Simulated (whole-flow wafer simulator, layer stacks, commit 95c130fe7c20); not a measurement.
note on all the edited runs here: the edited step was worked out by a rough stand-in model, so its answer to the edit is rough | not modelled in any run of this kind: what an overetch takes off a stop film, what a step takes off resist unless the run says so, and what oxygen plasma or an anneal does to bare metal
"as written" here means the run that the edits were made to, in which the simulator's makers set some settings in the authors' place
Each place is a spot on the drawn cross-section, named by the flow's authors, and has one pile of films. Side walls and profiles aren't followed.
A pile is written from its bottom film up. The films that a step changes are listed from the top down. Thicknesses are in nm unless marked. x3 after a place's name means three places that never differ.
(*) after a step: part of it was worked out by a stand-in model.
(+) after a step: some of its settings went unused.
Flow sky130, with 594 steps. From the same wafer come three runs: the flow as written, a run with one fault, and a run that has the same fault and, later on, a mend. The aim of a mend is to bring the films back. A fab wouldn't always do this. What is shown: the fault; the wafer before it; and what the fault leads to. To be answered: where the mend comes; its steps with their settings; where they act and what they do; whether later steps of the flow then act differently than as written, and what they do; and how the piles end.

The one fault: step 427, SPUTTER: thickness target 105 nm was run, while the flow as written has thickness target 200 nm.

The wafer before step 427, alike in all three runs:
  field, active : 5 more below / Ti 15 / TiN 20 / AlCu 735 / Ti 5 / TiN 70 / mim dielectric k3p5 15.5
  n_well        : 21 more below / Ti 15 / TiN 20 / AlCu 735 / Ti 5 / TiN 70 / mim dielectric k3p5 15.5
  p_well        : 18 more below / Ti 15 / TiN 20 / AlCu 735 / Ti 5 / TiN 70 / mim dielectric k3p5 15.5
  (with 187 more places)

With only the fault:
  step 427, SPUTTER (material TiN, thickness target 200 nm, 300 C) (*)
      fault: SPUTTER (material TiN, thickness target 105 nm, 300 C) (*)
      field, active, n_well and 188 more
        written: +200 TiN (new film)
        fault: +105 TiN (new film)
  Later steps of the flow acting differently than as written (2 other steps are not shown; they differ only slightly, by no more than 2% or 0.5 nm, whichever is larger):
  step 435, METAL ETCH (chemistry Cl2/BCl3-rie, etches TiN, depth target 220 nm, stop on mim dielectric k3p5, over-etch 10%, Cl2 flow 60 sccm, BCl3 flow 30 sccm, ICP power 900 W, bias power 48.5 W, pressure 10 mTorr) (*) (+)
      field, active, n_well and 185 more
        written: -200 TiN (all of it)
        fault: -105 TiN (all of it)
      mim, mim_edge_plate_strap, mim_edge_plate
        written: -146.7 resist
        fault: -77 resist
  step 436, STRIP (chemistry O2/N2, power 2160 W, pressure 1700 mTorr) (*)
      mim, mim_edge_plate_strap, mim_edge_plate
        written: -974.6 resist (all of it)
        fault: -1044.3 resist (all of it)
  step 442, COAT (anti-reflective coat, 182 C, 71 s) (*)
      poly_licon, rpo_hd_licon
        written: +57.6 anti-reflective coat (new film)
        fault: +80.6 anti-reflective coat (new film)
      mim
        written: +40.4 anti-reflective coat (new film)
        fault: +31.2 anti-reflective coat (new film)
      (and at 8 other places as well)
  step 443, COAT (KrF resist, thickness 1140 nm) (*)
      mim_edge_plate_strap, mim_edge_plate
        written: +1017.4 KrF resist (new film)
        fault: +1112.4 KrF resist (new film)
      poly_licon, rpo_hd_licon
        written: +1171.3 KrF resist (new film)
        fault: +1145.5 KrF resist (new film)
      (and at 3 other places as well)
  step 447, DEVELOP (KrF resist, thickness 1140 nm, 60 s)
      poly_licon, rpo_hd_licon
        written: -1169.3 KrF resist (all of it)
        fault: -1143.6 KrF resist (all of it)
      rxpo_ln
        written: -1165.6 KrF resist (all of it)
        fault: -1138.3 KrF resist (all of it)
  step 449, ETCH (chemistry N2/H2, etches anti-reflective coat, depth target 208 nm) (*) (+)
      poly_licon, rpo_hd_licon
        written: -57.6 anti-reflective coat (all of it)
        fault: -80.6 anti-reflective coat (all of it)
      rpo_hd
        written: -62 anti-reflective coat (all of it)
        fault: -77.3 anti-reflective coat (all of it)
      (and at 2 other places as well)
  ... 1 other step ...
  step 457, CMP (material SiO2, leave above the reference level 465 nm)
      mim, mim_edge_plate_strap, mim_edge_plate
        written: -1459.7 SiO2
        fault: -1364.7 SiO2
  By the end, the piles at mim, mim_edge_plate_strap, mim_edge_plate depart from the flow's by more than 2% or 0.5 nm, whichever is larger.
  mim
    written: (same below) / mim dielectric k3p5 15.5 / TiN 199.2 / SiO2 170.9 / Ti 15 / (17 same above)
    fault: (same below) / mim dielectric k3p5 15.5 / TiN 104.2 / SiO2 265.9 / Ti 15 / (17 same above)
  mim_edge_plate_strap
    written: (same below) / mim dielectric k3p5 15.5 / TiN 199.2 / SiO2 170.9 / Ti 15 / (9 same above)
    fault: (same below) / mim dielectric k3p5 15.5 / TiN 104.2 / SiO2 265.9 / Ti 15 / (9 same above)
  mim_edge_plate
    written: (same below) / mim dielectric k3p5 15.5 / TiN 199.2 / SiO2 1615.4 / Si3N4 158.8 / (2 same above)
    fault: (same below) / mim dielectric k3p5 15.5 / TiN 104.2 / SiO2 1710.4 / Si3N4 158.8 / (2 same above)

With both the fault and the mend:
  After step 427 comes the mend.
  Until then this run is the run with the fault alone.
  step 427a, SPUTTER (material TiN, thickness target 95 nm, 300 C) (*) (the flow's step 427 again, with other settings)
      field, active, n_well and 188 more
        +95 TiN
  Later steps of the flow that are run all act as written at every place that is followed.
  By the end, the piles equal the flow's at every place that both follow.
